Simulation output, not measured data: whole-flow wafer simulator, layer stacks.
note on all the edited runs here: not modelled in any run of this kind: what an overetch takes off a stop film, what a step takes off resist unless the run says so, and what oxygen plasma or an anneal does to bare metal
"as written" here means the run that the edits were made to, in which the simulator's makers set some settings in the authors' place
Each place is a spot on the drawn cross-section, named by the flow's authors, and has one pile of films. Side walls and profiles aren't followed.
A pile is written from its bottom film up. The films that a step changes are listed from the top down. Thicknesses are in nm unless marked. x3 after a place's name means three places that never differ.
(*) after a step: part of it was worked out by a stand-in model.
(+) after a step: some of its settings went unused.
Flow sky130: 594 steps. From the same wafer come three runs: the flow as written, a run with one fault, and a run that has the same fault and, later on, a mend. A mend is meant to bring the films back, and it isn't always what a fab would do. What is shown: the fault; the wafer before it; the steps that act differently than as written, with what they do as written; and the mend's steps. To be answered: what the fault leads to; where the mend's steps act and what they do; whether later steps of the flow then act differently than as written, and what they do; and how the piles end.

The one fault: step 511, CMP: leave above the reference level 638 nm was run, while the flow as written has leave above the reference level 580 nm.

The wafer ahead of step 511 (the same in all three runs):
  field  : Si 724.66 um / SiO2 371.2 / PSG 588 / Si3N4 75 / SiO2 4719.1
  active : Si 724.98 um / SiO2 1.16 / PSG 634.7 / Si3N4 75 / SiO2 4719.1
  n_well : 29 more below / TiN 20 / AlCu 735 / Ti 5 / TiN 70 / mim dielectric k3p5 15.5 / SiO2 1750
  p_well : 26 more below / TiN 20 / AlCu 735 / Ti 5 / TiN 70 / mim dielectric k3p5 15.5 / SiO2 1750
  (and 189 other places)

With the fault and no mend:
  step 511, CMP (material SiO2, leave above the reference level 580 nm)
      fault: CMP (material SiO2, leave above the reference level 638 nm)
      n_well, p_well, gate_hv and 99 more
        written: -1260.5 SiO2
        fault: -1202.5 SiO2
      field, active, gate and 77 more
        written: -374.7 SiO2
        fault: -316.7 SiO2
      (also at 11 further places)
  Steps later in the flow that act otherwise than as written (1 more step, not shown, differs only slightly: by at most 2% or 0.5 nm, whichever is larger):
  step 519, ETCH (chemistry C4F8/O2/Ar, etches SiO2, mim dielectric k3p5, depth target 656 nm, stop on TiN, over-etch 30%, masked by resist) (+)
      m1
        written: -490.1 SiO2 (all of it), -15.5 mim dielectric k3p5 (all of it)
        fault: -548.1 SiO2 (all of it), -15.5 mim dielectric k3p5 (all of it)
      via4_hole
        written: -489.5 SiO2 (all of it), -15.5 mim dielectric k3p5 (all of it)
        fault: -547.5 SiO2 (all of it), -15.5 mim dielectric k3p5 (all of it)
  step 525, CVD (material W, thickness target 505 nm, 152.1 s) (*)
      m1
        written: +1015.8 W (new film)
        fault: +1074.2 W (new film)
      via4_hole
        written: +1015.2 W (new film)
        fault: +1073.5 W (new film)
  By the end, the piles at n_well, p_well, gate_hv and 108 more depart from the flow's by more than 2% or 0.5 nm, whichever is larger.
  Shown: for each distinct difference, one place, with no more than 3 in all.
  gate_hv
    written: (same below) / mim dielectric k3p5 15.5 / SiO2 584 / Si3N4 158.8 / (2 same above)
    fault: (same below) / mim dielectric k3p5 15.5 / SiO2 642 / Si3N4 158.8 / (2 same above)
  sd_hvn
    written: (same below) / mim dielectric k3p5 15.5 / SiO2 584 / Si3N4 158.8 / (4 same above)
    fault: (same below) / mim dielectric k3p5 15.5 / SiO2 642 / Si3N4 158.8 / (4 same above)
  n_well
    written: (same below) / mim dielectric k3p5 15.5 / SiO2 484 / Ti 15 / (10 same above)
    fault: (same below) / mim dielectric k3p5 15.5 / SiO2 542 / Ti 15 / (10 same above)

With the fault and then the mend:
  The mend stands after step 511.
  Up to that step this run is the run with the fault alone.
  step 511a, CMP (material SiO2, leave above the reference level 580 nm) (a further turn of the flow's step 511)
      field, active, n_well and 190 more
        -58 SiO2
  Later steps of the flow that are run all act as written at every place that is followed.
  By the end, the piles equal the flow's at every place that both follow.
